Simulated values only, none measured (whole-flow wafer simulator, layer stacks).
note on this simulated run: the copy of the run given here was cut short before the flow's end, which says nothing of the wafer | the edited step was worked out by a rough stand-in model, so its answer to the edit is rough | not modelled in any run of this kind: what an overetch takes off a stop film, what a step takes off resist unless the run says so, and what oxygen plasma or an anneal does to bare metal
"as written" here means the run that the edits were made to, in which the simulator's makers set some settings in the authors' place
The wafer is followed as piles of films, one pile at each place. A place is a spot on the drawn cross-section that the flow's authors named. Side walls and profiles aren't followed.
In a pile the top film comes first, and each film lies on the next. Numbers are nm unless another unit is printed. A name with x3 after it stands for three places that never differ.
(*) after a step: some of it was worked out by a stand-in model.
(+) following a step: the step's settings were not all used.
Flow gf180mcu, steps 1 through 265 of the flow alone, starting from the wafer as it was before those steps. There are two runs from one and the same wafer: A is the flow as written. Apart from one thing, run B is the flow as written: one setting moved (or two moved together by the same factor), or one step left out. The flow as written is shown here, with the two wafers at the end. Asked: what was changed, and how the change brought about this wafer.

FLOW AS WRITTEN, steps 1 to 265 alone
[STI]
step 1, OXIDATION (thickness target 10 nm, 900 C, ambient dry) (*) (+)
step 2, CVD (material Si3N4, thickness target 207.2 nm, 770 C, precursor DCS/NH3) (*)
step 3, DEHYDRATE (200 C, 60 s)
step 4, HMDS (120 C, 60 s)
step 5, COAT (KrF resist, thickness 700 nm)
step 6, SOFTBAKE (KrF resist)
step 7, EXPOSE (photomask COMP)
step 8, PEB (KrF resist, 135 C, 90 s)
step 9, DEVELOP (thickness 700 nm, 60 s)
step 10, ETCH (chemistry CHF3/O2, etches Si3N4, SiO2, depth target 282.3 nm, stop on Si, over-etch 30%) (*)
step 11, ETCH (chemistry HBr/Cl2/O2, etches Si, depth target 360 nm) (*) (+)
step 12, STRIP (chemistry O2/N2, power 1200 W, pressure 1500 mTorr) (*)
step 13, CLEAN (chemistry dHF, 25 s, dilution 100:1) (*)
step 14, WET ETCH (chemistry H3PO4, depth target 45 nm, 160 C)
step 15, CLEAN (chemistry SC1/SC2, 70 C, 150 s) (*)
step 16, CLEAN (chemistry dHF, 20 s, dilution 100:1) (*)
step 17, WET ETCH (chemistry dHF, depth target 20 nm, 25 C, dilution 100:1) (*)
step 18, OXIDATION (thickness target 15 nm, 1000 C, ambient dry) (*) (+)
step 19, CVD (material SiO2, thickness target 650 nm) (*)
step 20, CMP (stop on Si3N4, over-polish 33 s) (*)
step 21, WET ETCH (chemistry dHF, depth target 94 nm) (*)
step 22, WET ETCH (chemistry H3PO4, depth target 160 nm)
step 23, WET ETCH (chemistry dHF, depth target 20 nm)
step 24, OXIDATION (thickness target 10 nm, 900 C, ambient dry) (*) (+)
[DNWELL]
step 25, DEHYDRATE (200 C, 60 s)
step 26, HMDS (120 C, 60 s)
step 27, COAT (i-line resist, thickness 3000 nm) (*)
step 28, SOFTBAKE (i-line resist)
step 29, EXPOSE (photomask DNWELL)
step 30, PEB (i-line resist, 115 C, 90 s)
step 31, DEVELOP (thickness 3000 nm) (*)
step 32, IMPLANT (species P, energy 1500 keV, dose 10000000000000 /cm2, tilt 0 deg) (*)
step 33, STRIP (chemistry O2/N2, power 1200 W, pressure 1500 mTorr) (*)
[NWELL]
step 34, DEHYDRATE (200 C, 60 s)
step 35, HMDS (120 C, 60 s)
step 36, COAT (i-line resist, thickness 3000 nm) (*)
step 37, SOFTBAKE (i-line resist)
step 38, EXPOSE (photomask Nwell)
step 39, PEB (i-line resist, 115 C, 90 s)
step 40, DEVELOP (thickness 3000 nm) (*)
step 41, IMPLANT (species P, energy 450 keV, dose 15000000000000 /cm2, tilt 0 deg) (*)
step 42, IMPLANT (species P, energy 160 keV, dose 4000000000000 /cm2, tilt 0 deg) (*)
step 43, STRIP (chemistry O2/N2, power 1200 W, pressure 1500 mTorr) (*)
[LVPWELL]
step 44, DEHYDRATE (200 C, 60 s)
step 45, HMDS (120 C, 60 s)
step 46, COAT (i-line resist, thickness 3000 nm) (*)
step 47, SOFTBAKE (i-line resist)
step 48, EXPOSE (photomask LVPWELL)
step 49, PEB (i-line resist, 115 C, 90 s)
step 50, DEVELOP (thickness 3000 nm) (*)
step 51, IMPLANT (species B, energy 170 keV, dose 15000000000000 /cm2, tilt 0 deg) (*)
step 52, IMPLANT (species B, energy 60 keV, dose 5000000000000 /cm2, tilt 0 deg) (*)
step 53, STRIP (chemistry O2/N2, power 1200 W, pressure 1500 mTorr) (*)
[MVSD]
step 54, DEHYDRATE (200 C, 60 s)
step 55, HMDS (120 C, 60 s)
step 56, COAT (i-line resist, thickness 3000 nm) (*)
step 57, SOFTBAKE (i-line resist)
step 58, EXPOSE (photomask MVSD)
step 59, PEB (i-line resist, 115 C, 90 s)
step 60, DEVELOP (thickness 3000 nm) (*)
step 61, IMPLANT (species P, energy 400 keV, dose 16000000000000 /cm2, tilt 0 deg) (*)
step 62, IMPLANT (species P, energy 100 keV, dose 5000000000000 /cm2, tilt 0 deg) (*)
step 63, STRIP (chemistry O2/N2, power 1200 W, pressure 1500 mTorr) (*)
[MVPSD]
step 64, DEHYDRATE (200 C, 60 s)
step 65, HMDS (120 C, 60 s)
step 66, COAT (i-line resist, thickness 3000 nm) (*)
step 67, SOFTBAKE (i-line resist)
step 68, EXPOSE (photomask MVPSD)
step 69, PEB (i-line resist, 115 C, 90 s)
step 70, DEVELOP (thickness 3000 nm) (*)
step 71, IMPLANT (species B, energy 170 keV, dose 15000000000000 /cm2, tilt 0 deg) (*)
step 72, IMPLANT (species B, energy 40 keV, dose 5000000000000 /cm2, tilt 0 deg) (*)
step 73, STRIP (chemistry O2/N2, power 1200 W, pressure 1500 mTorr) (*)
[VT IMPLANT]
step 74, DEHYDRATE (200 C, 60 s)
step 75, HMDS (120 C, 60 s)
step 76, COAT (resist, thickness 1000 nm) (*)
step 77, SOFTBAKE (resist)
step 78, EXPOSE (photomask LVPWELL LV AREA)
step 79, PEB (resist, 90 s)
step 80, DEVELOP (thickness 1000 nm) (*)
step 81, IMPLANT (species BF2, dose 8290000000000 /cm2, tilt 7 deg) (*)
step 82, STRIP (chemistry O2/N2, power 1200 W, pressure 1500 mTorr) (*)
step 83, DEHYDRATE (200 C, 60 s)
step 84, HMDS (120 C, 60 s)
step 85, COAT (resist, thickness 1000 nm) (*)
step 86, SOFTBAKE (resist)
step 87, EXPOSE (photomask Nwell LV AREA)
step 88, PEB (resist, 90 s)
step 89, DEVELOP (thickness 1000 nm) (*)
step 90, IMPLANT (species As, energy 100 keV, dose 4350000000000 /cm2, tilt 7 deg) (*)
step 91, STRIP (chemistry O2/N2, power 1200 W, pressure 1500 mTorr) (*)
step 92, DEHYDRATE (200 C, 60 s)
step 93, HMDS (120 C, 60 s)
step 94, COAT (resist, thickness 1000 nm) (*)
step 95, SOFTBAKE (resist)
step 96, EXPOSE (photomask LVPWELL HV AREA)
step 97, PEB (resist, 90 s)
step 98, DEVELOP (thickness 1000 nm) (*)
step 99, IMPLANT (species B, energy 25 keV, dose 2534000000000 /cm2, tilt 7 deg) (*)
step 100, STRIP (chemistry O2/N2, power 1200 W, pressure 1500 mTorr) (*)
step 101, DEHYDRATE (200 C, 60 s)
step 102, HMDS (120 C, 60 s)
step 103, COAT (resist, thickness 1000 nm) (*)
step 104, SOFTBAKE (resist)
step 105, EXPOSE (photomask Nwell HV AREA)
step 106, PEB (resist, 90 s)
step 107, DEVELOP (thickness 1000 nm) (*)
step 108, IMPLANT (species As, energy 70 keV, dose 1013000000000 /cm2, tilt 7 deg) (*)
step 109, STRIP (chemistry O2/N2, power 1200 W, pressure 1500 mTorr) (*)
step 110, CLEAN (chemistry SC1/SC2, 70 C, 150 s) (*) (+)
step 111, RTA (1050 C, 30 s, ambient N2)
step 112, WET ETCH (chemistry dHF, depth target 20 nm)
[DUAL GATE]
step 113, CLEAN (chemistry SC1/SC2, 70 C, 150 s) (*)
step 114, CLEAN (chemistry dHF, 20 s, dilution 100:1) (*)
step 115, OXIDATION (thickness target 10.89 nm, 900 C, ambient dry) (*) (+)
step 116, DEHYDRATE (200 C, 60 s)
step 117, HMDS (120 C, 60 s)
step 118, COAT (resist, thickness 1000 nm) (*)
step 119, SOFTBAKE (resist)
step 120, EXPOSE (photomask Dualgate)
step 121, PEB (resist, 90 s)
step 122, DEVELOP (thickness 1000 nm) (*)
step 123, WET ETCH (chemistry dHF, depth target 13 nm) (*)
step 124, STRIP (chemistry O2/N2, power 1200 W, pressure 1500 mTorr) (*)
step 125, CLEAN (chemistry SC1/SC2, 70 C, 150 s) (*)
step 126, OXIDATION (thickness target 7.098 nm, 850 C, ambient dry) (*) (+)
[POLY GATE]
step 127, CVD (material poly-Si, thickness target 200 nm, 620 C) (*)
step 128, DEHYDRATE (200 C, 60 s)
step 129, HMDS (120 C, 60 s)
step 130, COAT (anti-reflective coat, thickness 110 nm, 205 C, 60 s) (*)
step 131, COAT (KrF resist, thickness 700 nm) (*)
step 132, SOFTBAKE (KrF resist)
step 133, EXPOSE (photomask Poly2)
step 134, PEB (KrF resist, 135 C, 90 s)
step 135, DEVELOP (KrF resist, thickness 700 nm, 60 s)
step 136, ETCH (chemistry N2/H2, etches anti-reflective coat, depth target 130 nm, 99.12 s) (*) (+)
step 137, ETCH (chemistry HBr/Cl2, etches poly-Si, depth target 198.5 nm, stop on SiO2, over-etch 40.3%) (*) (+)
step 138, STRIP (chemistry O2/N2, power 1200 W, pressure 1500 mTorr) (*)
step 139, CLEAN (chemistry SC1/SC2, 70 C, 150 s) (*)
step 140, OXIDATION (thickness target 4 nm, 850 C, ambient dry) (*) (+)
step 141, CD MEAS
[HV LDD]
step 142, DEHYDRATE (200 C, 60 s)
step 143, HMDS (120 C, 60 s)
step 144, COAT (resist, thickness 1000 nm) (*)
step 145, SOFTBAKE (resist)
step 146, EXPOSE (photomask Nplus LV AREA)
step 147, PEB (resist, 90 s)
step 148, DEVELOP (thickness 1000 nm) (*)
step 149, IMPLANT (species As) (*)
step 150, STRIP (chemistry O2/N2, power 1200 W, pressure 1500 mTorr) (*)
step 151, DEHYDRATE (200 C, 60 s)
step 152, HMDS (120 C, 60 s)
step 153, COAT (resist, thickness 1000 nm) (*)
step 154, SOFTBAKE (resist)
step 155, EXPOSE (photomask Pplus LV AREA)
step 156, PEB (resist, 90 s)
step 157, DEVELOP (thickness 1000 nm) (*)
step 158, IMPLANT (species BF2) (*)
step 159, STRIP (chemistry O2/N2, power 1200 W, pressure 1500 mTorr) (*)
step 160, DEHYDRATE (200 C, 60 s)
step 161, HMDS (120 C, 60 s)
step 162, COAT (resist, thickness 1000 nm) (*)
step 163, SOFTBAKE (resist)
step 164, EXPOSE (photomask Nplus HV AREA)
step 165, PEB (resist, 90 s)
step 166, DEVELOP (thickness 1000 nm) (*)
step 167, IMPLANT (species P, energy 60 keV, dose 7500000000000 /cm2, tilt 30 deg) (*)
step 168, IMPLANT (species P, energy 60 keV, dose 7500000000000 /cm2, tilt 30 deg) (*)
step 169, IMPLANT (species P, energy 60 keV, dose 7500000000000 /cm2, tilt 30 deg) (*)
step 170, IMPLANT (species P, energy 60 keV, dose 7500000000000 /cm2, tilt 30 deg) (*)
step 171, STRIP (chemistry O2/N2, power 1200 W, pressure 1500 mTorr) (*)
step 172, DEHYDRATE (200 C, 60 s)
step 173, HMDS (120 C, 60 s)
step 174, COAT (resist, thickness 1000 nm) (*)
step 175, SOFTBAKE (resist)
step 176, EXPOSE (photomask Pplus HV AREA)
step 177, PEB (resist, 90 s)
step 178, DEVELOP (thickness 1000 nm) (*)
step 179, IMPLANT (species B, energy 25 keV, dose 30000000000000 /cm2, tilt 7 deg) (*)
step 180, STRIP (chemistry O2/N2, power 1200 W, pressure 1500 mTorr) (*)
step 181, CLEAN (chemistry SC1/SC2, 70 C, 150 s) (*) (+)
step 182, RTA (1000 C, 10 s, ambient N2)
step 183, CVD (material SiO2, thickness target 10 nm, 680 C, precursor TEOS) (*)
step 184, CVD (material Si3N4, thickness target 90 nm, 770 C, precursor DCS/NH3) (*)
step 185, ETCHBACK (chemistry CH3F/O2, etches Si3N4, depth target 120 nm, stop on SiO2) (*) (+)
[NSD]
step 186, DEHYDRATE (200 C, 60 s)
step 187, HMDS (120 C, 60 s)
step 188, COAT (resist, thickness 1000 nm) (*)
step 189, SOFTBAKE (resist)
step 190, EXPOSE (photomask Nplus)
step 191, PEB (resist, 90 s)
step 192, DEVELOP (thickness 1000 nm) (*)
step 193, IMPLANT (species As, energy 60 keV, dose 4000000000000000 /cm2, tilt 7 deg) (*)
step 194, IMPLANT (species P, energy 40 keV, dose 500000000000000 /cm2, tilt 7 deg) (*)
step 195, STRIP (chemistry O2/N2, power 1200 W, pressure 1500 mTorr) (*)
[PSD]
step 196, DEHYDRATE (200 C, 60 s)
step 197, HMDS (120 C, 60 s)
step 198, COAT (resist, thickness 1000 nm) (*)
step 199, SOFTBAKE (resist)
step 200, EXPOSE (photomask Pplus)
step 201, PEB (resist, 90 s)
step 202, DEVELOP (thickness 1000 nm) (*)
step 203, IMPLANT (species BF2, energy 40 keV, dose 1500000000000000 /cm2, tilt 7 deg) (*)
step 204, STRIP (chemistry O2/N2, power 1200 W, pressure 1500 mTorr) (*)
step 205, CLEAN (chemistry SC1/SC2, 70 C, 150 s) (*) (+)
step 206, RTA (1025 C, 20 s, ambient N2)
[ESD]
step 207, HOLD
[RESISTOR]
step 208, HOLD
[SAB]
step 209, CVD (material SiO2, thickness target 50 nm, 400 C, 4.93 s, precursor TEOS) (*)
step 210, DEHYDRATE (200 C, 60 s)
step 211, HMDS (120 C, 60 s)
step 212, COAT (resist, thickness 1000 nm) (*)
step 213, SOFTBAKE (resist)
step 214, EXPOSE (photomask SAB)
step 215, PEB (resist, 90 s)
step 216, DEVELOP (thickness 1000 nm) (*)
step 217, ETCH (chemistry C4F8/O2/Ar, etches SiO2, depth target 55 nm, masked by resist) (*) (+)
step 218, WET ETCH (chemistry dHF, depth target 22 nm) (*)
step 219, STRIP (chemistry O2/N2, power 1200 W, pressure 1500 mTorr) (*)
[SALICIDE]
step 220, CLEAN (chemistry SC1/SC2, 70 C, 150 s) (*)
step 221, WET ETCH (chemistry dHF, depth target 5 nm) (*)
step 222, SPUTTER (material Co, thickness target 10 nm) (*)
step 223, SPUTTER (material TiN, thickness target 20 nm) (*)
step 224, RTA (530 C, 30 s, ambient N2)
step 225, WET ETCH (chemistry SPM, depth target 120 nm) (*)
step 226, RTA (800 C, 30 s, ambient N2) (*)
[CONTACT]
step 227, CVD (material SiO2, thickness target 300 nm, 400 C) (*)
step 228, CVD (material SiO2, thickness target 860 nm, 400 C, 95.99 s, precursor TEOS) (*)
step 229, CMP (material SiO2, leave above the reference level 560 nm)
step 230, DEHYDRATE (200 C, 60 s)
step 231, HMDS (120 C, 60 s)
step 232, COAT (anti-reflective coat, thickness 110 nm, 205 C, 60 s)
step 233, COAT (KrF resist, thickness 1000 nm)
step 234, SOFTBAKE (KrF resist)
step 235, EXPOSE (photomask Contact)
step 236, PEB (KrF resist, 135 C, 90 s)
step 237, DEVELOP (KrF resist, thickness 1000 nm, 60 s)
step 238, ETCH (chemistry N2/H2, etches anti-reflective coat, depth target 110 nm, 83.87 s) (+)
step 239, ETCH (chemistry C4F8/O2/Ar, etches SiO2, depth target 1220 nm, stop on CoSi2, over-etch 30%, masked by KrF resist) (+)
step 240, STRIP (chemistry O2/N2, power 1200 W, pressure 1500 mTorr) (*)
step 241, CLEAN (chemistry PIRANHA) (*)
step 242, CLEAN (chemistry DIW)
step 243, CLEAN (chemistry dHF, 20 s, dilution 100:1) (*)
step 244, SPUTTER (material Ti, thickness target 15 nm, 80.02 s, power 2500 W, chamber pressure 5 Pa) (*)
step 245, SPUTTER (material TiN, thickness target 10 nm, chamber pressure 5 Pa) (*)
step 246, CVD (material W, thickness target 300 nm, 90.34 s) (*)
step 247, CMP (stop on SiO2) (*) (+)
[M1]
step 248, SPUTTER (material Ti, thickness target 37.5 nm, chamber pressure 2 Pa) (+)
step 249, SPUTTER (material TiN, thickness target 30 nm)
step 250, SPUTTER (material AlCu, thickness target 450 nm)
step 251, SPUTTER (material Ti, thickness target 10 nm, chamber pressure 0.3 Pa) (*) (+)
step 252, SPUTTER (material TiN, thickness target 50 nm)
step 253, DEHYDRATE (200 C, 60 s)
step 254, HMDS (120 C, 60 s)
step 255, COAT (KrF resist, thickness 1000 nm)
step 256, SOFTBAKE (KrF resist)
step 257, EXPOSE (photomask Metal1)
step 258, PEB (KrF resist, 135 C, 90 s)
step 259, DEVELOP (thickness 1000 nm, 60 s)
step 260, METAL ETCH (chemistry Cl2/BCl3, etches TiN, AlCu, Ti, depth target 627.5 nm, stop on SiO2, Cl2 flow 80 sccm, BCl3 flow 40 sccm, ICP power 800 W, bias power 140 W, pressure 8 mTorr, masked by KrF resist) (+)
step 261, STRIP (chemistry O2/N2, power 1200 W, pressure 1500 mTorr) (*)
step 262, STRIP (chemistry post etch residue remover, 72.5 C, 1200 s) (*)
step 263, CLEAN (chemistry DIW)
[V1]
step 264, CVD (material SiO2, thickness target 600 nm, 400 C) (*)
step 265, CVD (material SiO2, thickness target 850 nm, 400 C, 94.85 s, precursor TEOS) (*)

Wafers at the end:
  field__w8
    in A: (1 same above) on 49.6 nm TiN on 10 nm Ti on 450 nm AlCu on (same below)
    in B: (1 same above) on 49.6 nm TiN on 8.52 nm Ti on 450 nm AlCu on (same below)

Cause: step 251, SPUTTER: thickness target 8.52 nm was run, though the flow has thickness target 10 nm.
The wafer itself shows it: field__w8 has Ti 8.52, and step 251 as written asks for 10 nm.

The path from the change to this, step by step:
  step 251, SPUTTER (material Ti, thickness target 10 nm, chamber pressure 0.3 Pa) (*) (+)
      field, field__w1, field__w2 and 108 more: A Ti gains 10 (new film) | B Ti gains 8.52 (new film)
  step 260, METAL ETCH (chemistry Cl2/BCl3, etches TiN, AlCu, Ti, depth target 627.5 nm, stop on SiO2, Cl2 flow 80 sccm, BCl3 flow 40 sccm, ICP power 800 W, bias power 140 W, pressure 8 mTorr, masked by KrF resist) (+)
      field, field__w1, field__w2 and 99 more: A TiN loses 50 (all of it), Ti loses 10 (all of it), AlCu loses 450 (all of it), TiN loses 30 (all of it), Ti loses 37.5 (all of it) | B TiN loses 50 (all of it), Ti loses 8.52 (all of it), AlCu loses 450 (all of it), TiN loses 30 (all of it), Ti loses 37.5 (all of it)
